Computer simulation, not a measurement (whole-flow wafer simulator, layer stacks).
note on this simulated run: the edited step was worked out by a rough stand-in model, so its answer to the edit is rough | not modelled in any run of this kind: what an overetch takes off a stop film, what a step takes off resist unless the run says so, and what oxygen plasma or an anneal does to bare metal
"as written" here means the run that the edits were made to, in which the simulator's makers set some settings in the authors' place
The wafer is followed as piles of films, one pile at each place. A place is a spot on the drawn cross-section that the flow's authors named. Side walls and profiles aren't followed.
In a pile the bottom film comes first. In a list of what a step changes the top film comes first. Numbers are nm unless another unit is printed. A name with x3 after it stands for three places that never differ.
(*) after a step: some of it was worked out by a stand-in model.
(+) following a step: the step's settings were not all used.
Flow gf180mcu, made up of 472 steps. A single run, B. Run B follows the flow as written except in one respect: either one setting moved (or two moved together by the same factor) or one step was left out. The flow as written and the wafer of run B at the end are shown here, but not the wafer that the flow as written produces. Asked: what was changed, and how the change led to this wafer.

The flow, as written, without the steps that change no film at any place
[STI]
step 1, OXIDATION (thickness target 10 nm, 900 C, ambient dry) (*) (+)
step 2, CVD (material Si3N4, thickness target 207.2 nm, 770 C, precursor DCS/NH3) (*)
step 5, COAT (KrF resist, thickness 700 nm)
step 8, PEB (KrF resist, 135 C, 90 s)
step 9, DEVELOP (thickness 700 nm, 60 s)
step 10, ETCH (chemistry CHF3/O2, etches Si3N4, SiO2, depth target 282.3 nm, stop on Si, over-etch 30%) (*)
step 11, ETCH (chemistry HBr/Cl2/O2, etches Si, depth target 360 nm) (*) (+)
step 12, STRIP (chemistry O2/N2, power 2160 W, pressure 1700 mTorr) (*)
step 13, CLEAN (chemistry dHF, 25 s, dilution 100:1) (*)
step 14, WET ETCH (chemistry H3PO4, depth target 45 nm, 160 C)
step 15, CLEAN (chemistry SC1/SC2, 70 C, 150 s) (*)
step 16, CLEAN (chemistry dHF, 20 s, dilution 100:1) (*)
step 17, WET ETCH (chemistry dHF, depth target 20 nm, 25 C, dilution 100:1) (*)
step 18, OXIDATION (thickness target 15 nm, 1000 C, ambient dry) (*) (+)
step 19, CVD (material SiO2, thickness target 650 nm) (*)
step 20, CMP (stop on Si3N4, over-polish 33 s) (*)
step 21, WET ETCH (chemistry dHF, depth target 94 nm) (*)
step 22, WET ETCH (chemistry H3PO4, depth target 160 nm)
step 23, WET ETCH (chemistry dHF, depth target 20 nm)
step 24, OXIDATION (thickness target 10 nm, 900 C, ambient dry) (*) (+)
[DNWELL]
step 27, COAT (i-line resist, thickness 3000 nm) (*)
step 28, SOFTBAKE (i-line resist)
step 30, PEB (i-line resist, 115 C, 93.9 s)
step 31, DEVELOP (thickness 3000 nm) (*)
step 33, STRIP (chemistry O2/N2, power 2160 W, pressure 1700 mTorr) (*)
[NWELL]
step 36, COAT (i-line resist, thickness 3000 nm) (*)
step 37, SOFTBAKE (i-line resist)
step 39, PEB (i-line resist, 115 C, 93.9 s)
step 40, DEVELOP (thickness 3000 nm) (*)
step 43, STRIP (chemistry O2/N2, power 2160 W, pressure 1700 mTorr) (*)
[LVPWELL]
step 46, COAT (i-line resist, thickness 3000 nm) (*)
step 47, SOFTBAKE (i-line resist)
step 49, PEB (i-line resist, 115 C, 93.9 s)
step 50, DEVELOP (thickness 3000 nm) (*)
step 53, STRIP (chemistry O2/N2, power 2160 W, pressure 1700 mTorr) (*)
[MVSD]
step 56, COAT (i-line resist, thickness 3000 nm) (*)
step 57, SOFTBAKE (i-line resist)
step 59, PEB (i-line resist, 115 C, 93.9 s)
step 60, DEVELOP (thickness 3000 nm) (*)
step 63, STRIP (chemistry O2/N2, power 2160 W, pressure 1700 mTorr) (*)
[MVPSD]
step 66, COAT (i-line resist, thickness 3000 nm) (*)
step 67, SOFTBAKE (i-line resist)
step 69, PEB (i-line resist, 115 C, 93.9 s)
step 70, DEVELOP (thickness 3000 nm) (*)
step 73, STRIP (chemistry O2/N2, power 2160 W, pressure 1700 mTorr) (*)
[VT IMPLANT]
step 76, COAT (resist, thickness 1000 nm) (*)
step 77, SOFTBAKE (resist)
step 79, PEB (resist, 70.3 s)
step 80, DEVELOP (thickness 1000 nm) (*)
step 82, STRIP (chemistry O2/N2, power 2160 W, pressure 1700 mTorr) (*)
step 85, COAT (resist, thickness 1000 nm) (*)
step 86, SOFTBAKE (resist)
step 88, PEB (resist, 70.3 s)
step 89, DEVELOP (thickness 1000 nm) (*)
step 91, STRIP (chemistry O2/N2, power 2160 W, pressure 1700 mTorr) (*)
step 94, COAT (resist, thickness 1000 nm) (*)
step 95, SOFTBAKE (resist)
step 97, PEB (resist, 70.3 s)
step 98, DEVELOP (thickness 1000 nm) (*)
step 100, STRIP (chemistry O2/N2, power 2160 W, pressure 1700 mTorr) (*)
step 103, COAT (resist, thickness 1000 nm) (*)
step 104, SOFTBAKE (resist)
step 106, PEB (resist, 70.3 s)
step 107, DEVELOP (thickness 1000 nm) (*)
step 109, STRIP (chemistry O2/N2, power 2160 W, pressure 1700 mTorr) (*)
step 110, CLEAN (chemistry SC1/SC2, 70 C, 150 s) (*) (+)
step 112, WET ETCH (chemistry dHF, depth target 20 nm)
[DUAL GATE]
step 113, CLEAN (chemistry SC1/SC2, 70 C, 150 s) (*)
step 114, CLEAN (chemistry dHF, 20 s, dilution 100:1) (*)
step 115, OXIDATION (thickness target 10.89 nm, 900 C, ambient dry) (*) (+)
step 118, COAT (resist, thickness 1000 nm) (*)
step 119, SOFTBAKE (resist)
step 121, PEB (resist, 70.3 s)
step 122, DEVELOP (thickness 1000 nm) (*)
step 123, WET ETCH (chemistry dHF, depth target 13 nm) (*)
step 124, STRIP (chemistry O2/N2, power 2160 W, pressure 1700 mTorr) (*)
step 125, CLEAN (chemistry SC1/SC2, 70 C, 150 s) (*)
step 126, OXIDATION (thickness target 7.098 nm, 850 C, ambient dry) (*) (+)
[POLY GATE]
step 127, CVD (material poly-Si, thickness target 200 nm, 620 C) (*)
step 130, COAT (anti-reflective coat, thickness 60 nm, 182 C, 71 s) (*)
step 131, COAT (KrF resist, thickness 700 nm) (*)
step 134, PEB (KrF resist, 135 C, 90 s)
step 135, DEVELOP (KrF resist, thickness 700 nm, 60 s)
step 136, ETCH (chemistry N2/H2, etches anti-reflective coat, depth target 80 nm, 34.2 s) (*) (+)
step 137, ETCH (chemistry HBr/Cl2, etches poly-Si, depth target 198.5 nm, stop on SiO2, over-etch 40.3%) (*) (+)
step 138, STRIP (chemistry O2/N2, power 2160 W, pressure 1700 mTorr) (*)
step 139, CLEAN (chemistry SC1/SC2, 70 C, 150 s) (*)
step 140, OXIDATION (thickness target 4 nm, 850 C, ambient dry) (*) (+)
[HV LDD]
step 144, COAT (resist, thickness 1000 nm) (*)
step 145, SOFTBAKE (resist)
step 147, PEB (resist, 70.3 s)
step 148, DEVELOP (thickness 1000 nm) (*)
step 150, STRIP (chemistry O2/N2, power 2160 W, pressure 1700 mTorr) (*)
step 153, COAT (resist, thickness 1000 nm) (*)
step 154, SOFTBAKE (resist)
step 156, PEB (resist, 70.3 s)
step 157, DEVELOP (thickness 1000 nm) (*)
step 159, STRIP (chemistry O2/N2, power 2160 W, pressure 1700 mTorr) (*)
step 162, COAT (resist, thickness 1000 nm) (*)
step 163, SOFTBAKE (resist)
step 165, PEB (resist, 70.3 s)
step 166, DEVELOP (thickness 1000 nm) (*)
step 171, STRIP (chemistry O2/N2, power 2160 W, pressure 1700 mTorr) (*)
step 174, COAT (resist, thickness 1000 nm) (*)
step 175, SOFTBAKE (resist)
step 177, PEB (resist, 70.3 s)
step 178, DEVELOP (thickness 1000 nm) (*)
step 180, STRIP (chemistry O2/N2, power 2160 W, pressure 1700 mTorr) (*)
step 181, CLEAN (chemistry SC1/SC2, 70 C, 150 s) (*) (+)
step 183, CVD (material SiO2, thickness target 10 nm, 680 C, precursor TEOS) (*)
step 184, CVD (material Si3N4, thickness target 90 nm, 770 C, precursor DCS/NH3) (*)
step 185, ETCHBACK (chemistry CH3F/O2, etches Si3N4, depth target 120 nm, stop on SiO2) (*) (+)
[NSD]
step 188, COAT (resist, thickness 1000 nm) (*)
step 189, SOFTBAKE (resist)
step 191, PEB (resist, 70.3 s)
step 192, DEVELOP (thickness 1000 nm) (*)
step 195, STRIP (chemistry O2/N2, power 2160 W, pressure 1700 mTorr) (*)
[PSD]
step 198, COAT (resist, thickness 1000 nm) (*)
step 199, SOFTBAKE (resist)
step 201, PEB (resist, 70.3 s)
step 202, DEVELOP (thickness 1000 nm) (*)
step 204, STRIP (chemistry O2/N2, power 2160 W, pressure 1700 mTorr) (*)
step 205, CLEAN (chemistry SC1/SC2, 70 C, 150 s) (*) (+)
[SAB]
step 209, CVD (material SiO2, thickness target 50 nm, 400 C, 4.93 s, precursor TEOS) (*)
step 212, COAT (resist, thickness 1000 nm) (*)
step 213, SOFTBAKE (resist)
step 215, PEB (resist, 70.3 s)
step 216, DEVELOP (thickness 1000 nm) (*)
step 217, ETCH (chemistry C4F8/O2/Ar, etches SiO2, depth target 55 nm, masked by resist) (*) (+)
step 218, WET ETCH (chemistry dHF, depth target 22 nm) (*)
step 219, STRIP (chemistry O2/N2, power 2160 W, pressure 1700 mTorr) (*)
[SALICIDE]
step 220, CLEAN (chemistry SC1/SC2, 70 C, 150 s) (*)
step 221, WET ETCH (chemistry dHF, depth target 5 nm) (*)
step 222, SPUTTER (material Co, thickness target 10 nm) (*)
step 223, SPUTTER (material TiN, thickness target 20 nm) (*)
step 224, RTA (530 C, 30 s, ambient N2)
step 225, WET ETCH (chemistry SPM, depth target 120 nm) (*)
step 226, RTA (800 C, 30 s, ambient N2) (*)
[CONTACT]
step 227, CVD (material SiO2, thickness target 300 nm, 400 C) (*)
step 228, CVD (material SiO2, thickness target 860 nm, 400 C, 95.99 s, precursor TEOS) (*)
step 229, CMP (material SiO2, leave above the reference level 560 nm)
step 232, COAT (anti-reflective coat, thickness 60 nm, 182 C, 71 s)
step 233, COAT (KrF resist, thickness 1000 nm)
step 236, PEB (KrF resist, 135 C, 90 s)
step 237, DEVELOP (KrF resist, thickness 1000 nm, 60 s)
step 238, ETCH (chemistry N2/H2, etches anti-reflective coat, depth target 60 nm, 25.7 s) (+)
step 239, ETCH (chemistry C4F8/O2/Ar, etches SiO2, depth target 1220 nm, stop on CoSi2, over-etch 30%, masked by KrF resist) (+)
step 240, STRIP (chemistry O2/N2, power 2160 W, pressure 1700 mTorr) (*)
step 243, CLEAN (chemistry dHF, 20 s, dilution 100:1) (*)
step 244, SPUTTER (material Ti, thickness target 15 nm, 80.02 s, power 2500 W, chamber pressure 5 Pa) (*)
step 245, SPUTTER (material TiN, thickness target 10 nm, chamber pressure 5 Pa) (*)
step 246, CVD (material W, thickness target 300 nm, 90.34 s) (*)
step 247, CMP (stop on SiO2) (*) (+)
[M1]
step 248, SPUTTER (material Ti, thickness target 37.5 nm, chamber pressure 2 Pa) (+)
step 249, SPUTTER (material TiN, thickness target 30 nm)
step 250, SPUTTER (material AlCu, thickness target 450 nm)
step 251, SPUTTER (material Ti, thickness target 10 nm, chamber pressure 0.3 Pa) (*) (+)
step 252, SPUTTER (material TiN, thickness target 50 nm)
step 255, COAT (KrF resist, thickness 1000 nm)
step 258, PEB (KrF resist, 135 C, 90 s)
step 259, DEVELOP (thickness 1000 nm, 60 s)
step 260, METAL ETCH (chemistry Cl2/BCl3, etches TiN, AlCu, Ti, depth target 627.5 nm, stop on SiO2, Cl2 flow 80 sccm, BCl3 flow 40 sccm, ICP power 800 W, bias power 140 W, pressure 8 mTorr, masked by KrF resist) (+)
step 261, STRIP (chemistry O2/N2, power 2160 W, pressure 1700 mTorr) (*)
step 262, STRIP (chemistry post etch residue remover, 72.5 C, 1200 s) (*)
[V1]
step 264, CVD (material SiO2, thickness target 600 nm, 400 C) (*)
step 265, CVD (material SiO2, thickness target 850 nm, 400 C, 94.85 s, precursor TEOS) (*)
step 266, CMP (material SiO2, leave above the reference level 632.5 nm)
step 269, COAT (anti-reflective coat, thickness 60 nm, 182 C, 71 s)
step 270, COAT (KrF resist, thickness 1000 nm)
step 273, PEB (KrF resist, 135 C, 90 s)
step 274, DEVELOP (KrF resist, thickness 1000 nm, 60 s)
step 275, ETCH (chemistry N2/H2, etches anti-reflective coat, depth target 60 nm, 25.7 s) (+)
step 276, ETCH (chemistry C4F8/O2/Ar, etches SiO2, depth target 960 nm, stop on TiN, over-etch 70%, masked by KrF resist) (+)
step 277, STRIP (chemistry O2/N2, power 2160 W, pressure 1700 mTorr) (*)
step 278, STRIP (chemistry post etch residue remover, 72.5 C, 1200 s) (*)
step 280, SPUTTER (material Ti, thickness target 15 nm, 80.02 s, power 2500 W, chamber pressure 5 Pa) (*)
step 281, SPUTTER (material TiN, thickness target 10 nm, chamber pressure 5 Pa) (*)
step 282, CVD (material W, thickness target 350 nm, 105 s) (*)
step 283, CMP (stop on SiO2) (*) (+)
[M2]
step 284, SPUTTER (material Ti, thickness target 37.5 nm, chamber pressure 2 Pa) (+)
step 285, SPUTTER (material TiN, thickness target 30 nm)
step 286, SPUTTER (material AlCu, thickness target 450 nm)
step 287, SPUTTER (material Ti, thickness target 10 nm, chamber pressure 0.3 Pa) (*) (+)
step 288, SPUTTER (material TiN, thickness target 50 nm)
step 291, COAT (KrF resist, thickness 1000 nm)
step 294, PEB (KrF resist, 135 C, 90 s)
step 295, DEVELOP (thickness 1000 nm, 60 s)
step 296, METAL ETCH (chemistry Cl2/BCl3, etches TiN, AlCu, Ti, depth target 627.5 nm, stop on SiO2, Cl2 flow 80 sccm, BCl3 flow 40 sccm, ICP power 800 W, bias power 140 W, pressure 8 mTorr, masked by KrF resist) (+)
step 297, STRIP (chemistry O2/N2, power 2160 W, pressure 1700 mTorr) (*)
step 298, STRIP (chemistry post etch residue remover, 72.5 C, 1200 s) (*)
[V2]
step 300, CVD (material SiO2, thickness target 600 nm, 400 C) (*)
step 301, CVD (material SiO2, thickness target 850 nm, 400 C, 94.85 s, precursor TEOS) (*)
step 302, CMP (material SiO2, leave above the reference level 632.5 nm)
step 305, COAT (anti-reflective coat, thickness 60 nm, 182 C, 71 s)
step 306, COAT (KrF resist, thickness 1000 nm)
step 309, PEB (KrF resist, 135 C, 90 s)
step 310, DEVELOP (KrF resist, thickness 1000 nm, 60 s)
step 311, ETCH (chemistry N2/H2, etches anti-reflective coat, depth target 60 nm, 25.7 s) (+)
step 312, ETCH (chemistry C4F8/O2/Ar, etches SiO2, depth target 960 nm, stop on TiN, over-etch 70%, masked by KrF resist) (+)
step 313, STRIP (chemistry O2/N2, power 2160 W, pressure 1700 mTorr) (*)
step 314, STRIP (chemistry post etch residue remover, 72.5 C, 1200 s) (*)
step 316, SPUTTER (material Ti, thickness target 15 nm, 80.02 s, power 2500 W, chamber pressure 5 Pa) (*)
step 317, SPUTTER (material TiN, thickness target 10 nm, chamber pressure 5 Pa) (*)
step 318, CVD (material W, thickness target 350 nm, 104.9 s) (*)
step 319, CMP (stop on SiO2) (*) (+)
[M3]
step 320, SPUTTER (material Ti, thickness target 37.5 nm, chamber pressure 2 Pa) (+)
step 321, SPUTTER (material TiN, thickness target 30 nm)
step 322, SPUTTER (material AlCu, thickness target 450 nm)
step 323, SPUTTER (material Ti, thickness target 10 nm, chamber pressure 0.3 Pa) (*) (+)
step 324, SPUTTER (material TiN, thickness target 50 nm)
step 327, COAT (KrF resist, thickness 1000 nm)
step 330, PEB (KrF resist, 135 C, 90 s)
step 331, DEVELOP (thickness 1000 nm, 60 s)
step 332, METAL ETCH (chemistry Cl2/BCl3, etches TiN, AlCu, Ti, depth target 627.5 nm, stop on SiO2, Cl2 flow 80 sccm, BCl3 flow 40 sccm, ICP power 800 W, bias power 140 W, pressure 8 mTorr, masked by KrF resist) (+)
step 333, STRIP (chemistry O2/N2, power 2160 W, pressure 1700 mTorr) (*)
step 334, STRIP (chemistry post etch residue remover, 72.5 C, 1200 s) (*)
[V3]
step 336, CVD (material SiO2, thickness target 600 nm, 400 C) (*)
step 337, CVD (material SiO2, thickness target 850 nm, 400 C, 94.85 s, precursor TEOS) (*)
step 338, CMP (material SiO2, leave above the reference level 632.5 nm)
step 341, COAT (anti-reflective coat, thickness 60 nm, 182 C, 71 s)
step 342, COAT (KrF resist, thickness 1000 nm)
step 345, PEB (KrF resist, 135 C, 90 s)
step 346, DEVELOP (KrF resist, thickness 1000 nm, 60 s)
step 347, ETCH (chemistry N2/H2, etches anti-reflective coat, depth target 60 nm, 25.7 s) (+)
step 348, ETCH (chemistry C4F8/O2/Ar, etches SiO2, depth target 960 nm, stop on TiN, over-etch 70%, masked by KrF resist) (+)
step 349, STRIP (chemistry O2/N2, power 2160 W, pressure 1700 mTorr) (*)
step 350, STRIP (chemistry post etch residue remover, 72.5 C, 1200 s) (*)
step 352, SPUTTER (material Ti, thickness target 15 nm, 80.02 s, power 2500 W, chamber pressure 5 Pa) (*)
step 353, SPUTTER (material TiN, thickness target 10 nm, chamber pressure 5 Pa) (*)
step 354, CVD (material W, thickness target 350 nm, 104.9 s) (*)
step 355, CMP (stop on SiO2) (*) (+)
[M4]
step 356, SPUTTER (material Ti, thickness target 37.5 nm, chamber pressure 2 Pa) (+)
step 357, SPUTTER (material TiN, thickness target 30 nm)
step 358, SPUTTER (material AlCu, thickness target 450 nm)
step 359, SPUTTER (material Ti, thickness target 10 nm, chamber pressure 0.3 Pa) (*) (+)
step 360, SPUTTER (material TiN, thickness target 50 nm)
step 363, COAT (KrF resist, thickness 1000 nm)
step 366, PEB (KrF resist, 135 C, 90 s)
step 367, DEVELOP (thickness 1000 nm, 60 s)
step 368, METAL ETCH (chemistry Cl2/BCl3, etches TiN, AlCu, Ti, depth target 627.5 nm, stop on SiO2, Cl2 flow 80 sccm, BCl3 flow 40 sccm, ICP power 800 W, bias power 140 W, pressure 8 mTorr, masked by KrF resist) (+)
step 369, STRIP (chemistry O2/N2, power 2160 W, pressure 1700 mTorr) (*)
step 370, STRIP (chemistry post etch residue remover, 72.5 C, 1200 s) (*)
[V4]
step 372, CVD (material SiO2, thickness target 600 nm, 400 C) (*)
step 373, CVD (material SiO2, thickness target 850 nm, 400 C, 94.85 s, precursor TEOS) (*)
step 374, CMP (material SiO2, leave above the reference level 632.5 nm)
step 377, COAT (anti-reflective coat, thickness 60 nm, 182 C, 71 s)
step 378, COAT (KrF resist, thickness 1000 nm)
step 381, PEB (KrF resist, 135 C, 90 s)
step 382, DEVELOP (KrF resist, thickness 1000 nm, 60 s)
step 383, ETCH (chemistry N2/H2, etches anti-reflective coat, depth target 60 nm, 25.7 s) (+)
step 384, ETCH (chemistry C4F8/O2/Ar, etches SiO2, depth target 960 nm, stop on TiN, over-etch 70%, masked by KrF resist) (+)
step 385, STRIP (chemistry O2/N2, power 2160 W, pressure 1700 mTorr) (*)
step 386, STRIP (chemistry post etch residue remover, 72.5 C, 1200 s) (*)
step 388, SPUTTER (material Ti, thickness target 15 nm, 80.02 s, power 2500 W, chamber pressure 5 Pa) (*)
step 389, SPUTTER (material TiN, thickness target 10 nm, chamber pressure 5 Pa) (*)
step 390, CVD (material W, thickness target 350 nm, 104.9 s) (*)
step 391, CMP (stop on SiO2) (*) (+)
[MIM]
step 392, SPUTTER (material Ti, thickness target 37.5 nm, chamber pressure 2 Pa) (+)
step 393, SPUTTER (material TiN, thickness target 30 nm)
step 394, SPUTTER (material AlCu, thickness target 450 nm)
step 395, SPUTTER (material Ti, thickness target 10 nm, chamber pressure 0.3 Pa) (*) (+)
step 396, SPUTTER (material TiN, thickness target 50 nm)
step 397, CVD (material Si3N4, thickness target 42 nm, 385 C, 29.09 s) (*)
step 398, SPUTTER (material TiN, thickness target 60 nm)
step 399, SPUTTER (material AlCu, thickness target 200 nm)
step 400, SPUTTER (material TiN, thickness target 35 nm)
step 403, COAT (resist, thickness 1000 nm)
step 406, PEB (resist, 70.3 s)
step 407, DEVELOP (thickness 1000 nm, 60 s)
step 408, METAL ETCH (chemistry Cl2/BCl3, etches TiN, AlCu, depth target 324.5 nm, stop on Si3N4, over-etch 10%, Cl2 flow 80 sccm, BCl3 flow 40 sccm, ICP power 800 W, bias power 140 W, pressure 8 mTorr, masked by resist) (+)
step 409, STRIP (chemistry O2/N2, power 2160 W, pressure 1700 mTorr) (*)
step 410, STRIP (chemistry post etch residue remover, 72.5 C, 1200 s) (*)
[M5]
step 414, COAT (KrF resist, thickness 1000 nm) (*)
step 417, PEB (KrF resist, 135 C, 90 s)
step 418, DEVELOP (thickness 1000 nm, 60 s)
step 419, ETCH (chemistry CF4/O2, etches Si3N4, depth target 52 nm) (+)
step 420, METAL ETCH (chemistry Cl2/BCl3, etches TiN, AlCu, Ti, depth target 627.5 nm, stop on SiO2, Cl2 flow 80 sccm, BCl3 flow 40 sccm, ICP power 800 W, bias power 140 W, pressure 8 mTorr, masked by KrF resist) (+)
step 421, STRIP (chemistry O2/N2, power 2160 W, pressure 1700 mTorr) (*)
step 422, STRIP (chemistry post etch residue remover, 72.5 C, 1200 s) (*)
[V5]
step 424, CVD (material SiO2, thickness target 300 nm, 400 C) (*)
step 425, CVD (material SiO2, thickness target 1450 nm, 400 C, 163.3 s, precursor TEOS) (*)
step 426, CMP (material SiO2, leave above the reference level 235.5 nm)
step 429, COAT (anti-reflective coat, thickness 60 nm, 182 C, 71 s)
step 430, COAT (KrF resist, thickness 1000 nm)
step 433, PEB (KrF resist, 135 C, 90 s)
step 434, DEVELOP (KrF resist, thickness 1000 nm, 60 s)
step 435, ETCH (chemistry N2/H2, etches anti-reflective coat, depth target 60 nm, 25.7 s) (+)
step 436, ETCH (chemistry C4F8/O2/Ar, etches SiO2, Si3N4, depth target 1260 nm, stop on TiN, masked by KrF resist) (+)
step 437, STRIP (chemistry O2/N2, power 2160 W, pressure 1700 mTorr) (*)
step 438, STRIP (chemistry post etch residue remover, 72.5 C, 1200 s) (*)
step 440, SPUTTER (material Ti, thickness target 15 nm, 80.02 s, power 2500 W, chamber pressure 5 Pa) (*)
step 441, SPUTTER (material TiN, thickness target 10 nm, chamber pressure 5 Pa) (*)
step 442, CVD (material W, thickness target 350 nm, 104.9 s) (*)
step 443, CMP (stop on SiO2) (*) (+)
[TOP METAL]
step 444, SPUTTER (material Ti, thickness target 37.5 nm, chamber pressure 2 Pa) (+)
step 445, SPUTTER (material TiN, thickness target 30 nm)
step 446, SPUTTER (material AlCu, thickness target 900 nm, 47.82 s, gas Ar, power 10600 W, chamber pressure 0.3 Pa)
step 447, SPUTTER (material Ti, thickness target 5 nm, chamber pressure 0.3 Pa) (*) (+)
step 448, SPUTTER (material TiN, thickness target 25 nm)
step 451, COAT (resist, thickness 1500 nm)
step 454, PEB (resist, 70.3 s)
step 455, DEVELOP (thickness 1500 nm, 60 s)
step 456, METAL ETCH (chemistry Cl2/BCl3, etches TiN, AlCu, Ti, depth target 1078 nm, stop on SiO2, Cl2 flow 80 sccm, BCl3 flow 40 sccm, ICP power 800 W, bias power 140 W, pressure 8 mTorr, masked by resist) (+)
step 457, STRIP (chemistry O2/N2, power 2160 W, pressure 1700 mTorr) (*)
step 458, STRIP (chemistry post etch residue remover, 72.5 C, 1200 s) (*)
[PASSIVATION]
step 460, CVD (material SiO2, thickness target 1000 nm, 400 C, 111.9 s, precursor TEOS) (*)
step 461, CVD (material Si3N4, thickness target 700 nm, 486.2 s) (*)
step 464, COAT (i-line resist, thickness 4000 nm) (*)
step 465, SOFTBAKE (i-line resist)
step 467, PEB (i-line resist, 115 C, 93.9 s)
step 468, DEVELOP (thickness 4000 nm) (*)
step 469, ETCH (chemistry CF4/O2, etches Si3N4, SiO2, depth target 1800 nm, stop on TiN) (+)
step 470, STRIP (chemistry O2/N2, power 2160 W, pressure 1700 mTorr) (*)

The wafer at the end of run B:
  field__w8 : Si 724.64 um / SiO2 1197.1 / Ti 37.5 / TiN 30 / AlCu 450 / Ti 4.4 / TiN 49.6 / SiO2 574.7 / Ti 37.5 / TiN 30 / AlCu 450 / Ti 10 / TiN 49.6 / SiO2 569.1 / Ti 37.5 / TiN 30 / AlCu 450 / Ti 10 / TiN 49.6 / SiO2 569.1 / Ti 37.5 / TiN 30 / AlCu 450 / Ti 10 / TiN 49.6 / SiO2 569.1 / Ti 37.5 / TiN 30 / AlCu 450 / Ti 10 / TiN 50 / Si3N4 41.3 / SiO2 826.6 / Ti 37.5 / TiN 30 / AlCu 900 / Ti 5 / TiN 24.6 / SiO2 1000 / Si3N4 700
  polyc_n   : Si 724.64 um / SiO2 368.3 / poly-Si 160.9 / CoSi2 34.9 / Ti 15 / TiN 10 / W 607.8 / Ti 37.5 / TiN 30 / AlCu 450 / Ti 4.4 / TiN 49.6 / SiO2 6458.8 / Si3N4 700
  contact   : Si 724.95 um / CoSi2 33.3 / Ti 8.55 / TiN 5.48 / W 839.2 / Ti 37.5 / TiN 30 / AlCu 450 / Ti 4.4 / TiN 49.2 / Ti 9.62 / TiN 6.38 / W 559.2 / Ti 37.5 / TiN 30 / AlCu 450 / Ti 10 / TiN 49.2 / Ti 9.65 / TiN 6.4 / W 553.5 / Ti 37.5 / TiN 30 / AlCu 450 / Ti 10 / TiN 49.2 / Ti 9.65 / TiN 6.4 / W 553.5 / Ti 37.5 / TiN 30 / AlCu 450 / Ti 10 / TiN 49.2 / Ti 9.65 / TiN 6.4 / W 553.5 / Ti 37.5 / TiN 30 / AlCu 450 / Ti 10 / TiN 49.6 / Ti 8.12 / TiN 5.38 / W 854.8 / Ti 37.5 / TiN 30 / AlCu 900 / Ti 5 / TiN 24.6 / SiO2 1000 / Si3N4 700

Cause: step 251, SPUTTER: thickness target 4.4 nm was run, though the flow has thickness target 10 nm.
The wafer lets one read it off: field__w8 has Ti 4.4, and step 251 as written asks for 10 nm.

The path from the change to this, step by step:
  step 251, SPUTTER (material Ti, thickness target 10 nm, chamber pressure 0.3 Pa) (*) (+)
      field, field__w1, field__w2 and 108 more: Ti gains 4.4 (new film) (it would be, as written: Ti gains 10 (new film))
  step 260, METAL ETCH (chemistry Cl2/BCl3, etches TiN, AlCu, Ti, depth target 627.5 nm, stop on SiO2, Cl2 flow 80 sccm, BCl3 flow 40 sccm, ICP power 800 W, bias power 140 W, pressure 8 mTorr, masked by KrF resist) (+)
      field, field__w1, field__w2 and 99 more: TiN loses 50 (all of it), Ti loses 4.4 (all of it), AlCu loses 450 (all of it), TiN loses 30 (all of it), Ti loses 37.5 (all of it) (it would be, as written: TiN loses 50 (all of it), Ti loses 10 (all of it), AlCu loses 450 (all of it), TiN loses 30 (all of it), Ti loses 37.5 (all of it))
